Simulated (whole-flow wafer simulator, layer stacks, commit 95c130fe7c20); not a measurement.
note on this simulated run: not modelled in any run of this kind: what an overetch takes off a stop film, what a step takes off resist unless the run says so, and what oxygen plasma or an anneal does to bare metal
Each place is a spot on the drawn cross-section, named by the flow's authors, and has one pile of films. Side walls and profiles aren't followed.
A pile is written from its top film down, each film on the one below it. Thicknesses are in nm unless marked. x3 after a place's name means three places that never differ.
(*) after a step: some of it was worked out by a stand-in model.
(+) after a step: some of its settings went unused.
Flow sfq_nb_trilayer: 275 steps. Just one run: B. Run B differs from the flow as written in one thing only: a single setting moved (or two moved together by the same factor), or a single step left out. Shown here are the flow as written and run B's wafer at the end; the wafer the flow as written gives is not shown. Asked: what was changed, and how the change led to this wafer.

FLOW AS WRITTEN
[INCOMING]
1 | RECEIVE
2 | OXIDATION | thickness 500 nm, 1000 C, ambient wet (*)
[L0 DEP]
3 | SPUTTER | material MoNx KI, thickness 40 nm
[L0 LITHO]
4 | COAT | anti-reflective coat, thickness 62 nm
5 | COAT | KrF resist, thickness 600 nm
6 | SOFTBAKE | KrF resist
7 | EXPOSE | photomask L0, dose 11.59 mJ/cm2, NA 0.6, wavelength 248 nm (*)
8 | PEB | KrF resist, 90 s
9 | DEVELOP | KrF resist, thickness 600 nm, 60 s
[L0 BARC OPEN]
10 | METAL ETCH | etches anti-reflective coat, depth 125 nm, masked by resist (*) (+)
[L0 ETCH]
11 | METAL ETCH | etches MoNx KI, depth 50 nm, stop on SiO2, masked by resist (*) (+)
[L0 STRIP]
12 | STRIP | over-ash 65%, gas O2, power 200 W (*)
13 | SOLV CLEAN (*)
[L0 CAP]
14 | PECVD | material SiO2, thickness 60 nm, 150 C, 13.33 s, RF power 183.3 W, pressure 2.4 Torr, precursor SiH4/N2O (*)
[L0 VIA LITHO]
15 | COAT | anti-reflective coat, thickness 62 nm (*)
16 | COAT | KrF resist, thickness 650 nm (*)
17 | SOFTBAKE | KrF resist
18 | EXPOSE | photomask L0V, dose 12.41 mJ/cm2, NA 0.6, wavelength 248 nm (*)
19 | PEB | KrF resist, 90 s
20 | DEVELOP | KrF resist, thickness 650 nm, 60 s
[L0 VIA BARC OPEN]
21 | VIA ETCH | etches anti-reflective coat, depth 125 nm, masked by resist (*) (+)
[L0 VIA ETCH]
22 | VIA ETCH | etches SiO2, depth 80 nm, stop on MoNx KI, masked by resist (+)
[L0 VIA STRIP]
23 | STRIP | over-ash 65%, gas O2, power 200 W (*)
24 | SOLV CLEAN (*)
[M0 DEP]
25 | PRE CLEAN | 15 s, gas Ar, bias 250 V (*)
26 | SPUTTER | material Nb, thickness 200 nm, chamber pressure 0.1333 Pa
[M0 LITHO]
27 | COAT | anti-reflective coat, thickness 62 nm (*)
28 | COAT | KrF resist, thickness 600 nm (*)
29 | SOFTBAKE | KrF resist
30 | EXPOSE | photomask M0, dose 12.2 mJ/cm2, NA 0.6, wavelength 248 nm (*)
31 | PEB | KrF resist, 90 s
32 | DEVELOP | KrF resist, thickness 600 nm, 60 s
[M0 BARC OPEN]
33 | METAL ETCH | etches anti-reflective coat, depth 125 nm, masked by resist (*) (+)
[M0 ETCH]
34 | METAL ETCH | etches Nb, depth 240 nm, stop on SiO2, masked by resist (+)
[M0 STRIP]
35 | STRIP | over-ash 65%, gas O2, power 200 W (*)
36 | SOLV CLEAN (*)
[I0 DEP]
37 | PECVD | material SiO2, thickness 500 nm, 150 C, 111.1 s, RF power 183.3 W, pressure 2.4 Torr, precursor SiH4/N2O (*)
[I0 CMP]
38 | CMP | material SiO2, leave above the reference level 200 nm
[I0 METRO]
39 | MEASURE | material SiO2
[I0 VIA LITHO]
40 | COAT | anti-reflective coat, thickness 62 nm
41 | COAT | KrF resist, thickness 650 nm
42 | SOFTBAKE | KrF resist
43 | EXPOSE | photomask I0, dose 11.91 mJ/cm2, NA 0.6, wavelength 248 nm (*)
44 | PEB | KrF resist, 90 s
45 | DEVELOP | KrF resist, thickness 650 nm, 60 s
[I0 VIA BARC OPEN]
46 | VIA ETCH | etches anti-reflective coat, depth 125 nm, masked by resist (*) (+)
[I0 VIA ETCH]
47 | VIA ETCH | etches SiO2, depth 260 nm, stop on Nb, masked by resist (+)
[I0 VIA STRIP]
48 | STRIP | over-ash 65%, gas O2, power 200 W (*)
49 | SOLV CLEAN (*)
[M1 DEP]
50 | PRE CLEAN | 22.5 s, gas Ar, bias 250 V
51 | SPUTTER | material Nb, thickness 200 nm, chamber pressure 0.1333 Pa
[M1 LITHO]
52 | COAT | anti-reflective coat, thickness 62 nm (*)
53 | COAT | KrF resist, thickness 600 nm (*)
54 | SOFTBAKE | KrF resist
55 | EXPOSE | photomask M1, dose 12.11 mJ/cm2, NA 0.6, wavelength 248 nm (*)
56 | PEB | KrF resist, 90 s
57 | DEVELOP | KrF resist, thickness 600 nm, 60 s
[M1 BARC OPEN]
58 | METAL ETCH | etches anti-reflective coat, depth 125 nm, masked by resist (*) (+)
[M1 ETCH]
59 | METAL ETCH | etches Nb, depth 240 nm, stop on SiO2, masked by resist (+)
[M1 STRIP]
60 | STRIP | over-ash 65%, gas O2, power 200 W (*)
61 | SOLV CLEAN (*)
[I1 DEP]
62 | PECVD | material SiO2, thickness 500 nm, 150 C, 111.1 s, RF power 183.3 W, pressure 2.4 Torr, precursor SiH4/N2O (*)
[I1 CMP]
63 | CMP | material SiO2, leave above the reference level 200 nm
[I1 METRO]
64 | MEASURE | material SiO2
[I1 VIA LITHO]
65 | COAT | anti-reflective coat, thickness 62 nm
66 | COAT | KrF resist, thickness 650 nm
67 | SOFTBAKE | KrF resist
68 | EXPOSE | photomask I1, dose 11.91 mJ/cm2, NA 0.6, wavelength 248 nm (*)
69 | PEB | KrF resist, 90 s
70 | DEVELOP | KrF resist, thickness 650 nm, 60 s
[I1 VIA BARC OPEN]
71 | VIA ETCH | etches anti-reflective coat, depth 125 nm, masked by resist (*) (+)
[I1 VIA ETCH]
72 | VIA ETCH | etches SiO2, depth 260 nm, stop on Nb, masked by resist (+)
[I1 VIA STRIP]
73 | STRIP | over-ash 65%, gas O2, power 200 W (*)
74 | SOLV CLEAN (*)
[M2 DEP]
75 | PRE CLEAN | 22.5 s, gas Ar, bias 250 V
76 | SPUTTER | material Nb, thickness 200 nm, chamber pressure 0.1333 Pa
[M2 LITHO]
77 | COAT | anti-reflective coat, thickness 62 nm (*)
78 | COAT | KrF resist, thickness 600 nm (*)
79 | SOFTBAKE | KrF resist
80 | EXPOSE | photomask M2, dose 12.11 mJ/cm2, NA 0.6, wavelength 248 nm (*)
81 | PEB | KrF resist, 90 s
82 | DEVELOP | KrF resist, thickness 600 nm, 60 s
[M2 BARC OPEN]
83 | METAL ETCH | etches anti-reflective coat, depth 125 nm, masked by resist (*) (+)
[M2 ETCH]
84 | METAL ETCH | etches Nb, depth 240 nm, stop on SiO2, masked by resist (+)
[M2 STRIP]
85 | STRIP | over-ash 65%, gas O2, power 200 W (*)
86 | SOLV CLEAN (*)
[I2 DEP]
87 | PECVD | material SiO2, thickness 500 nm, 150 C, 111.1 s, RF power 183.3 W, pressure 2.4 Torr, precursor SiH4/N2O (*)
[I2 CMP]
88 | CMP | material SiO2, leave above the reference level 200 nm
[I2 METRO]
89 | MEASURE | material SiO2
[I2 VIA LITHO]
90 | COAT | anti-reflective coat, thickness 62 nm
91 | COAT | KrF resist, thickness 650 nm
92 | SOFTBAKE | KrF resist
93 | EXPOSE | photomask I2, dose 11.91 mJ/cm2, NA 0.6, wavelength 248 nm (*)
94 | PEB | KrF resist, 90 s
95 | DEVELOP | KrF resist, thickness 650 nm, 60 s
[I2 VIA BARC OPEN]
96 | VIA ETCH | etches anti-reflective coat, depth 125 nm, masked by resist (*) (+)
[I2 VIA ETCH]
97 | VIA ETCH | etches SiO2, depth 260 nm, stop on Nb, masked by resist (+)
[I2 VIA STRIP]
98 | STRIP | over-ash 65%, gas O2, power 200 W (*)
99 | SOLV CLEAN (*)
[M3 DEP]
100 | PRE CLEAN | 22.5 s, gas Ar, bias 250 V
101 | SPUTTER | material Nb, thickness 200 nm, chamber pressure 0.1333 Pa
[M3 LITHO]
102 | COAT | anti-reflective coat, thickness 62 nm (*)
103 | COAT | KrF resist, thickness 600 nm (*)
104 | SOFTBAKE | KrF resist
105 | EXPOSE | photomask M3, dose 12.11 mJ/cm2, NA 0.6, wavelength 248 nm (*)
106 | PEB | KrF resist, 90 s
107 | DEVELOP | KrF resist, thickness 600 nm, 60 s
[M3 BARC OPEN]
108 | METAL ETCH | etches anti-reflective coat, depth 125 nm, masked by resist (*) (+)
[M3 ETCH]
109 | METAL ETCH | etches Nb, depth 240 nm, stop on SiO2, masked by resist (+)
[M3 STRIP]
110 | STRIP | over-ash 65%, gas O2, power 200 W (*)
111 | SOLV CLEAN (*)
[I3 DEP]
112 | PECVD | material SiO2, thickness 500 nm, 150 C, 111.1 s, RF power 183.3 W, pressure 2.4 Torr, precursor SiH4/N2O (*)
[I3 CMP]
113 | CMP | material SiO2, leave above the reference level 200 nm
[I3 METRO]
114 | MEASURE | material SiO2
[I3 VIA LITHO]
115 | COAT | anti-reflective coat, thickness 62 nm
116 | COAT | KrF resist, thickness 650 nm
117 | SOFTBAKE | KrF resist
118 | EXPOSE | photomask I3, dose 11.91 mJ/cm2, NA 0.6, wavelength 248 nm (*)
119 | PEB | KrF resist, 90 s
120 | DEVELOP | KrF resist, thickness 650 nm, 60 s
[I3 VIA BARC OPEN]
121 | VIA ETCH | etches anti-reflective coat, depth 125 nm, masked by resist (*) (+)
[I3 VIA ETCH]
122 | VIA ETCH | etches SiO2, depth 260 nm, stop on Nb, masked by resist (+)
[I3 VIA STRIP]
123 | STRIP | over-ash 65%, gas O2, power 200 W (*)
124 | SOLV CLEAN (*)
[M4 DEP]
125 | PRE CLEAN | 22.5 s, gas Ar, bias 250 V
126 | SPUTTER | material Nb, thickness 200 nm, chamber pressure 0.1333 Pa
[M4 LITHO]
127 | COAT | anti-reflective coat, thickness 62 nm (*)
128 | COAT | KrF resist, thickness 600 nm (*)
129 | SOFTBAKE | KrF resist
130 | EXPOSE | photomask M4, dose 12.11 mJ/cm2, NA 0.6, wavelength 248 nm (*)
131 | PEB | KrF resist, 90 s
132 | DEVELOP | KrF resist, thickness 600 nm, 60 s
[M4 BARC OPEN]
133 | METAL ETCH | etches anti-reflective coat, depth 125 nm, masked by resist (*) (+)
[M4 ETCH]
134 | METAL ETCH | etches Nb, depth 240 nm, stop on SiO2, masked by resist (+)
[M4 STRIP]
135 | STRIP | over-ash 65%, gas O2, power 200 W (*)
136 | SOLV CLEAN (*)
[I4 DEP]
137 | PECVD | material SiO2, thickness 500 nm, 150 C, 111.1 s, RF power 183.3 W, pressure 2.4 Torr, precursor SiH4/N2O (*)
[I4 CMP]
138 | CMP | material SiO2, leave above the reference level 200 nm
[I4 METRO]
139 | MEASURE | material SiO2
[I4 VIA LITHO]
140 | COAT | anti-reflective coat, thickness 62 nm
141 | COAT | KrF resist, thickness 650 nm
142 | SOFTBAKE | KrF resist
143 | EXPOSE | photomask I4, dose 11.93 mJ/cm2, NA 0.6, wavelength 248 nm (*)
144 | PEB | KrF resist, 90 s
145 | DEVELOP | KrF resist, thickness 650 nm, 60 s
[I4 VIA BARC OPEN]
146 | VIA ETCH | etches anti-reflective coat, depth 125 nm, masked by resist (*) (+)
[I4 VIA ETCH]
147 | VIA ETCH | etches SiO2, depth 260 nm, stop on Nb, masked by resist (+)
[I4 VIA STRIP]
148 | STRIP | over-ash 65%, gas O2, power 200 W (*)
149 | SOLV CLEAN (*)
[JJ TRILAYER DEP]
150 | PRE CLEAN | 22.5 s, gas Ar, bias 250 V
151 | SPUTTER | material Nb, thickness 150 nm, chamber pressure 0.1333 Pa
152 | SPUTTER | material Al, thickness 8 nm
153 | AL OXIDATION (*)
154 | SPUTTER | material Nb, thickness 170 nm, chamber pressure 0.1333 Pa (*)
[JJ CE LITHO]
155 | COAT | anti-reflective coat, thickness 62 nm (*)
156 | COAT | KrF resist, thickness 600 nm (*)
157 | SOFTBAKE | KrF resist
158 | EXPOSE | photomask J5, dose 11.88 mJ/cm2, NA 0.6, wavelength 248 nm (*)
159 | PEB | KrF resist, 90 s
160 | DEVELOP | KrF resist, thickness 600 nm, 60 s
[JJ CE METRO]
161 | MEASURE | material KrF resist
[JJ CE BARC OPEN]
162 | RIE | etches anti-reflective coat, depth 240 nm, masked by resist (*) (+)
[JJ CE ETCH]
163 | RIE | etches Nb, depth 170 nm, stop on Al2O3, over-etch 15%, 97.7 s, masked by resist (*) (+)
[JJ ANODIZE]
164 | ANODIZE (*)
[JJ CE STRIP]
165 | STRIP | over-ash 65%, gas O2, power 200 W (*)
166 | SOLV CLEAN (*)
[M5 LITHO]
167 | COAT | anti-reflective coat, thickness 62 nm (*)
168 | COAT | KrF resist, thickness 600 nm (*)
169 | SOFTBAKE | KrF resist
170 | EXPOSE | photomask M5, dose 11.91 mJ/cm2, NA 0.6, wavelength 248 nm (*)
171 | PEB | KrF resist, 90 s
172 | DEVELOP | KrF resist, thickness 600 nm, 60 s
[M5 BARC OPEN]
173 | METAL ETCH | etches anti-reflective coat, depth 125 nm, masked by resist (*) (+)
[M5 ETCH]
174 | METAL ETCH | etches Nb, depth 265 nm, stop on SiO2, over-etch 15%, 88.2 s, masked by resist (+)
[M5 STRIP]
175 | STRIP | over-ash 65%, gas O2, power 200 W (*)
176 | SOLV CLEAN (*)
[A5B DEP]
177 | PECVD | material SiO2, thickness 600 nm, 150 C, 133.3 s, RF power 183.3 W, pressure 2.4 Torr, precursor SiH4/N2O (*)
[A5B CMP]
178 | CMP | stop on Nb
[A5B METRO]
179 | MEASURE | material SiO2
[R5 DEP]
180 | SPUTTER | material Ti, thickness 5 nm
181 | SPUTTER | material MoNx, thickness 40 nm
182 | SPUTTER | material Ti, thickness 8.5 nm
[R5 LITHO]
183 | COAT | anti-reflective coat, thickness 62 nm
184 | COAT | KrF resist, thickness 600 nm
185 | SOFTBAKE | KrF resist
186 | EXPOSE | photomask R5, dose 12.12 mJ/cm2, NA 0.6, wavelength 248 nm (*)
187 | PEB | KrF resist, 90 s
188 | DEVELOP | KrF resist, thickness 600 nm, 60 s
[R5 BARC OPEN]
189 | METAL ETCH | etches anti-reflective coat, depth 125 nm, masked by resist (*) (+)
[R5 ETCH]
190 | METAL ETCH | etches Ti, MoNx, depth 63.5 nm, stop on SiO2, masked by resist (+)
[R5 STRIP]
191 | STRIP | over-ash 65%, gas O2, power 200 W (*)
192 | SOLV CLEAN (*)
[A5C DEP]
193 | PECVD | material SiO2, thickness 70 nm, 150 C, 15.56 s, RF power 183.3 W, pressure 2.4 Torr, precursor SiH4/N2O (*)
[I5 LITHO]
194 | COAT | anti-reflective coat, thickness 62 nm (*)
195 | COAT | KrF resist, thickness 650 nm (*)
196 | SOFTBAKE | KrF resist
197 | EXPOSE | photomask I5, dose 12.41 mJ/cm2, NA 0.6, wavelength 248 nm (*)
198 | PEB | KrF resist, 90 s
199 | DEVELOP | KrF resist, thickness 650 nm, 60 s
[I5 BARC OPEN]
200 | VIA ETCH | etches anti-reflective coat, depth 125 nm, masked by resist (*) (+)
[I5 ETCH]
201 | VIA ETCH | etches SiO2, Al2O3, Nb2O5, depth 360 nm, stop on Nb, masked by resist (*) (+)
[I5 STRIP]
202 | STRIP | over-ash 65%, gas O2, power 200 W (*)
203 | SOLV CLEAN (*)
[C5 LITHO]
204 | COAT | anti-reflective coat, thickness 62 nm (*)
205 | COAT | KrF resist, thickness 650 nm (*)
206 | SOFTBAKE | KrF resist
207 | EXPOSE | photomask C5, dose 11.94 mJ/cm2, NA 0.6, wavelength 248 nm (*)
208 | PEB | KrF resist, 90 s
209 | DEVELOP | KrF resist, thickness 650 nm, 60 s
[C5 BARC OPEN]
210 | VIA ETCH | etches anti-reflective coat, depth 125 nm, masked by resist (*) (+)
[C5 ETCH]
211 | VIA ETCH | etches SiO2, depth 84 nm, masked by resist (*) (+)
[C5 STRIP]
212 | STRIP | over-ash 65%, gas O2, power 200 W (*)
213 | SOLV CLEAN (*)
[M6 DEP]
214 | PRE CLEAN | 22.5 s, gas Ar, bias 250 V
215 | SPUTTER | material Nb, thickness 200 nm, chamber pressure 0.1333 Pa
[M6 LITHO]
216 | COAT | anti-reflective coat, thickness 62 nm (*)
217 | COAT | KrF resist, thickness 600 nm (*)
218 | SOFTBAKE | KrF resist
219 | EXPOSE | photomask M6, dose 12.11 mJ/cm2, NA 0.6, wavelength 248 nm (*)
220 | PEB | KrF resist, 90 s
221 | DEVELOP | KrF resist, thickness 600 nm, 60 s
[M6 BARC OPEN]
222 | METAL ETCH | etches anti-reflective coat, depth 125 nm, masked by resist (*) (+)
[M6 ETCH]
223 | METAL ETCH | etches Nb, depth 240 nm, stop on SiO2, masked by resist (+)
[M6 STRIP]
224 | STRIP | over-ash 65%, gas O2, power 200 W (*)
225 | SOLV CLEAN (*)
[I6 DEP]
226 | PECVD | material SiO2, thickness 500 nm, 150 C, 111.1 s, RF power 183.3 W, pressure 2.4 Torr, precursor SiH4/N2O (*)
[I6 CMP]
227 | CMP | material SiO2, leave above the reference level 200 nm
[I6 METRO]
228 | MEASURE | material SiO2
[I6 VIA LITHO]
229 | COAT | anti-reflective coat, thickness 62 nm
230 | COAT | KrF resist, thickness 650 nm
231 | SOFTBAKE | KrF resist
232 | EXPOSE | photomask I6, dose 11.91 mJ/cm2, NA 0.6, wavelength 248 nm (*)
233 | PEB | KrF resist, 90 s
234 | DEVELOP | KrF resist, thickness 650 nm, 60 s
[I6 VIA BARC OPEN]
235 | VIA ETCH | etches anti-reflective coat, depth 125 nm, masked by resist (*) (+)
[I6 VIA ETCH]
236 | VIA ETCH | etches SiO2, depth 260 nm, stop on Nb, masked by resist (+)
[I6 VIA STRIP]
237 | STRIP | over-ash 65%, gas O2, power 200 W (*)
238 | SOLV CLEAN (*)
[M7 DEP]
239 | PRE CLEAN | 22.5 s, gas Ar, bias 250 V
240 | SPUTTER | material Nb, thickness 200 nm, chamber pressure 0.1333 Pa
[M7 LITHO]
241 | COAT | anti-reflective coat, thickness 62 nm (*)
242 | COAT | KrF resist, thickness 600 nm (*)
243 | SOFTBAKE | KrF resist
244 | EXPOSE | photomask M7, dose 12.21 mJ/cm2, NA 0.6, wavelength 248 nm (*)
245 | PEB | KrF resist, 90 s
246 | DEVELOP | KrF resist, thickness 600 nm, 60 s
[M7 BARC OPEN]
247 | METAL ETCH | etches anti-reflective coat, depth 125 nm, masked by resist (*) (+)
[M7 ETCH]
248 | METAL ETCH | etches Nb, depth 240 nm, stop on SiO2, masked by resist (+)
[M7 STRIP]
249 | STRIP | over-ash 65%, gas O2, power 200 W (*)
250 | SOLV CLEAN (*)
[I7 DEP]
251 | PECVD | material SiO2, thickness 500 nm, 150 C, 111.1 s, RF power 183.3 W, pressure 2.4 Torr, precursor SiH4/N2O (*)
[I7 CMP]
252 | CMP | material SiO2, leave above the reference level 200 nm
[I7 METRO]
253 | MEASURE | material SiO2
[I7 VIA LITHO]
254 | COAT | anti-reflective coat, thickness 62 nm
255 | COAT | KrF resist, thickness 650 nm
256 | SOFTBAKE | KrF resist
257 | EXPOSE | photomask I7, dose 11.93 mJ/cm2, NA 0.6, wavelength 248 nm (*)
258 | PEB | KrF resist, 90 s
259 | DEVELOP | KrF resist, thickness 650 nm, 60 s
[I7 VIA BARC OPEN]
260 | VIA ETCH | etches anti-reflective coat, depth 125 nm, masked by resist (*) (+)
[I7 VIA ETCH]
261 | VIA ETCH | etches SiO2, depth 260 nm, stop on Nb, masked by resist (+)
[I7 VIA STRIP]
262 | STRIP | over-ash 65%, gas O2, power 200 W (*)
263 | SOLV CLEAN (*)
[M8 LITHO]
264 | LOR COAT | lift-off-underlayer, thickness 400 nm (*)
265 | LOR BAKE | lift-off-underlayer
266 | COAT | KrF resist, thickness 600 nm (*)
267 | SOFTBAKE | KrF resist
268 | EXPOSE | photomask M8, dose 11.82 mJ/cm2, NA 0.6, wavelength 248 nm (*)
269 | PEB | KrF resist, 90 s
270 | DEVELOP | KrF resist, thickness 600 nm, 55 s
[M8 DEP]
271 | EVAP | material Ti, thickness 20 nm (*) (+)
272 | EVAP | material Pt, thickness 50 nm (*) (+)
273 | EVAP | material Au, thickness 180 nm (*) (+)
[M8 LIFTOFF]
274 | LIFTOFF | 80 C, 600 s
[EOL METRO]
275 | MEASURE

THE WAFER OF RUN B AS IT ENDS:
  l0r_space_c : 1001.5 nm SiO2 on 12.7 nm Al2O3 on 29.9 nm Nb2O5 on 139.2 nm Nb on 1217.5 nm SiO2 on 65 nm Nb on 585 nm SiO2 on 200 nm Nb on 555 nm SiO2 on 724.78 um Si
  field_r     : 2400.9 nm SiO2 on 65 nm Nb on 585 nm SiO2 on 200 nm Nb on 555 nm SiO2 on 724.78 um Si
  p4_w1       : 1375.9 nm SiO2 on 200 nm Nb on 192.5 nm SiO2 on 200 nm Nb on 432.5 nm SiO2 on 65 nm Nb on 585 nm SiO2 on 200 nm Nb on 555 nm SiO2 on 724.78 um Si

Cause: step 76, SPUTTER: thickness 305 nm was run, though the flow has thickness 200 nm.

How this came from the change, step by step:
  76 | SPUTTER | material Nb, thickness 200 nm, chamber pressure 0.1333 Pa
      field_l, v_sur, via_wl and 102 more: +305 Nb (new film) (it would be, as written: +200 Nb (new film))
      via_v: +267.8 Nb (it would be, as written: +174.5 Nb)
  84 | METAL ETCH | etches Nb, depth 240 nm, stop on SiO2, masked by resist (+)
      field_l, be, be_sur and 81 more: -240 Nb (it would be, as written: -200 Nb (all of it))
  87 | PECVD | material SiO2, thickness 500 nm, 150 C, 111.1 s, RF power 183.3 W, pressure 2.4 Torr, precursor SiH4/N2O (*)
      field_l, be, be_sur and 81 more: +500 SiO2 (new film) (it would be, as written: +500 SiO2)
      via_v: +593.2 SiO2 (new film) (it would be, as written: +606 SiO2 (new film))
  88 | CMP | material SiO2, leave above the reference level 200 nm
      field_l, be, be_sur and 81 more: -60 SiO2 (it would be, as written: -100 SiO2)
      via_v: -157.1 SiO2 (it would be, as written: -181.6 SiO2)
Taking metal films that touch as one body, l0r_space_c has 3 bodies (between them, from the top down: SiO2 1217.5; SiO2 585); the flow as written gives 2 bodies (between them, from the top down: SiO2 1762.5).
Taking metal films that touch as one body, field_r has 2 bodies (between them, from the top down: SiO2 585); the flow as written gives 1 body.
Taking metal films that touch as one body, p4_w1 has 4 bodies (between them, from the top down: SiO2 192.5; SiO2 432.5; SiO2 585); the flow as written gives 3 bodies (between them, from the top down: SiO2 192.5; SiO2 977.5).
